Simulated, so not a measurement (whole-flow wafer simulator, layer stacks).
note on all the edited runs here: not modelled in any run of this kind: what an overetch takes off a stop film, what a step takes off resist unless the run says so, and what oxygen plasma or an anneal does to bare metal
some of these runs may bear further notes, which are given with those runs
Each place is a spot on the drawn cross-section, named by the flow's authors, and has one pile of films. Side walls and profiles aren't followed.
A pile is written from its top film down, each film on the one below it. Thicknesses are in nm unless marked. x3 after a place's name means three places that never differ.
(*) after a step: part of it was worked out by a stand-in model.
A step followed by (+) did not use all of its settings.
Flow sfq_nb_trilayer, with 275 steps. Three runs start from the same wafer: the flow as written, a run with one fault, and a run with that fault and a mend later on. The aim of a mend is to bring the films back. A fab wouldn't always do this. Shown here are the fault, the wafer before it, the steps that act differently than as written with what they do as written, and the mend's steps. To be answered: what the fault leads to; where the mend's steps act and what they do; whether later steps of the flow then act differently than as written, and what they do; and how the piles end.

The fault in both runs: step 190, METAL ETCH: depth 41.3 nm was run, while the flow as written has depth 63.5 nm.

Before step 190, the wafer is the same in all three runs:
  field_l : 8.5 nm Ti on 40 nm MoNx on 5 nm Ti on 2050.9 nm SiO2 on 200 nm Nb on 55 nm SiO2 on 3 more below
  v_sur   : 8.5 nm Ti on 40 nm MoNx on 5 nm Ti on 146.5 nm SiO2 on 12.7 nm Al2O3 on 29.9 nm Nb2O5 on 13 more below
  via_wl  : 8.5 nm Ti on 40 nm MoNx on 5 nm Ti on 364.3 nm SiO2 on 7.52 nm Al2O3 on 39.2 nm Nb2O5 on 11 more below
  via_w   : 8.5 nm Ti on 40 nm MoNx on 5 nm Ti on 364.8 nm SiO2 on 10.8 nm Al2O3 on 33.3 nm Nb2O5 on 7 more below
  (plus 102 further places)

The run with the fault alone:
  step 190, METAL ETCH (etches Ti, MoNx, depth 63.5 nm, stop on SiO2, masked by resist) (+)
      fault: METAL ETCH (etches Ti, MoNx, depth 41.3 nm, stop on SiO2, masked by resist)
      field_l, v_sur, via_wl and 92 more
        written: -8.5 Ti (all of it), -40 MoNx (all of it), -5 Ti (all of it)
        fault: -8.5 Ti (all of it), -32.8 MoNx
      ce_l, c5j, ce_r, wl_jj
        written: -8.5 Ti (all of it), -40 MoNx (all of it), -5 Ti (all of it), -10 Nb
        fault: -8.5 Ti (all of it), -32.8 MoNx
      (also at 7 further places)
  Later steps of the flow acting differently than as written (11 other steps are not shown; they differ only slightly, by no more than 2% or 0.5 nm, whichever is larger):
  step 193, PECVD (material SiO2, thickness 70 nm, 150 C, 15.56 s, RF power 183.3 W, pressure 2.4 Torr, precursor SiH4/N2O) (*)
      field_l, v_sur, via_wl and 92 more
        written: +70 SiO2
        fault: +70 SiO2 (new film)
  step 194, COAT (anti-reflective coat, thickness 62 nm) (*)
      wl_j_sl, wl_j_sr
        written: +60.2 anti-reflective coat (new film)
        fault: +62 anti-reflective coat (new film)
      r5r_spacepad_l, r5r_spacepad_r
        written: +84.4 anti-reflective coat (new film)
        fault: +79.1 anti-reflective coat (new film)
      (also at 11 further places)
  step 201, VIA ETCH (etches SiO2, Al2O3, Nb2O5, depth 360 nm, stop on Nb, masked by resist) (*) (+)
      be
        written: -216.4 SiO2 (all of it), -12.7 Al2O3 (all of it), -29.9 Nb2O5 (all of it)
        fault: -69.8 SiO2 (all of it), -7.2 MoNx (all of it), -5 Ti (all of it), -146.5 SiO2 (all of it), -12.7 Al2O3 (all of it), -29.9 Nb2O5 (all of it)
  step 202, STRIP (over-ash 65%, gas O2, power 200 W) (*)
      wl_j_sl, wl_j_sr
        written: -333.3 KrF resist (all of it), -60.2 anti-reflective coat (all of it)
        fault: -333.2 KrF resist (all of it), -62 anti-reflective coat (all of it)
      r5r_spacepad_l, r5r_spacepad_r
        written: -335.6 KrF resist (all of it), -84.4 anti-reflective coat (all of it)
        fault: -335.1 KrF resist (all of it), -79.1 anti-reflective coat (all of it)
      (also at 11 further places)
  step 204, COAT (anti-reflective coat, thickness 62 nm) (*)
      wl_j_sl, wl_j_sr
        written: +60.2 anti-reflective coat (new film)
        fault: +62 anti-reflective coat (new film)
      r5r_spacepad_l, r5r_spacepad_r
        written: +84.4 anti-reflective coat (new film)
        fault: +79.1 anti-reflective coat (new film)
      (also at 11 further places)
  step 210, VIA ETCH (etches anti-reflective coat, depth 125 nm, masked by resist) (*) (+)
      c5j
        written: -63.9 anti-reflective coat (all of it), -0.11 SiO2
        fault: -61.3 anti-reflective coat (all of it), -0.13 SiO2
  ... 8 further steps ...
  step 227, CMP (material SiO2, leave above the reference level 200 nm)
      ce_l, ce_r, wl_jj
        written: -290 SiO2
        fault: -300 SiO2
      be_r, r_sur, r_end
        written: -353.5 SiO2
        fault: -341.3 SiO2
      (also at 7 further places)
  By the end, the piles at field_l, v_sur, via_wl and 100 more depart from the flow's by more than 2% or 0.5 nm, whichever is larger.
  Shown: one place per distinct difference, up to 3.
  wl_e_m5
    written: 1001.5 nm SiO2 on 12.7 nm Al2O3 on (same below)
    fault: 855 nm SiO2 on 7.2 nm MoNx on 5 nm Ti on 146.5 nm SiO2 on 12.7 nm Al2O3 on (same below)
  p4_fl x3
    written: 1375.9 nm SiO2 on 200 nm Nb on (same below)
    fault: 855 nm SiO2 on 7.2 nm MoNx on 5 nm Ti on 520.9 nm SiO2 on 200 nm Nb on (same below)
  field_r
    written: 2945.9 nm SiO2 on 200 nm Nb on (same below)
    fault: 855 nm SiO2 on 7.2 nm MoNx on 5 nm Ti on 2090.9 nm SiO2 on 200 nm Nb on (same below)

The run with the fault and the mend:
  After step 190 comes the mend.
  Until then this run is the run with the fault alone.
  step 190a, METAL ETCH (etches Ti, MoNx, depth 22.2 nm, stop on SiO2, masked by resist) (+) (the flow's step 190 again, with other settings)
      field_l, v_sur, via_wl and 92 more
        -7.2 MoNx (all of it), -5 Ti (all of it)
      be_r, r_sur, res, r_end, r5r_line_l, r5r_line_c, r5r_line_r
        -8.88 KrF resist
      ce_l, c5j, ce_r, wl_jj
        -7.2 MoNx (all of it), -5 Ti (all of it), -10 Nb
  Later steps of the flow that are run all act as written at every place that is followed.
  At every place that both follow, the piles at the end match the flow's.
